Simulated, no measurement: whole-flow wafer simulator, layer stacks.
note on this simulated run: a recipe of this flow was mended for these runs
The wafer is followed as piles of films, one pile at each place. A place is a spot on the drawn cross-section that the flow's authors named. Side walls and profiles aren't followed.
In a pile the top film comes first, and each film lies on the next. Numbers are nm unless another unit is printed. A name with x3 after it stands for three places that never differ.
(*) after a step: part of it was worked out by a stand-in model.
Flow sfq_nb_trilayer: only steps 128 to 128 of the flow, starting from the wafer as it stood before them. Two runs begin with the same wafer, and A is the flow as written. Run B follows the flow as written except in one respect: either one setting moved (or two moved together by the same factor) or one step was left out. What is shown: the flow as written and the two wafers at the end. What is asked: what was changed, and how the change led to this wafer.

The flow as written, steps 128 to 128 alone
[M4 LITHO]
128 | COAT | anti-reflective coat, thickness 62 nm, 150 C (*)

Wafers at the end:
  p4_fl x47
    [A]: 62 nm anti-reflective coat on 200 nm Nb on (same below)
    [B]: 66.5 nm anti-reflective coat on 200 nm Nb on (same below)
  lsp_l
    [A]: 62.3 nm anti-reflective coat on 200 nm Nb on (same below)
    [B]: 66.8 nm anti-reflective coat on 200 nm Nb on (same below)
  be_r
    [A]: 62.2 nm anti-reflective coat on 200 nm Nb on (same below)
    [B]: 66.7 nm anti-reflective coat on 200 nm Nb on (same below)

Cause: step 128, COAT: thickness 66.5 nm was run, though the flow has thickness 62 nm.
One can read it off the wafer: p4_fl x47 has anti-reflective coat 66.5, and step 128 as written asks for 62 nm.

Step by step, how the change led to this:
  128 | COAT | anti-reflective coat, thickness 62 nm, 150 C (*)
      p4_fl x47, p4_w1 x9, wl_j_sl x15, wl_d_m1, l0r_line_l x3, m0r_space_l x2: A anti-reflective coat gains 62 (new film) | B anti-reflective coat gains 66.5 (new film)
      lsp_l, ln_m5, lsp_m, ln_m6, lsp_r, l0_sur, l0v: A anti-reflective coat gains 62.3 (new film) | B anti-reflective coat gains 66.8 (new film)
      (also at 22 further places)
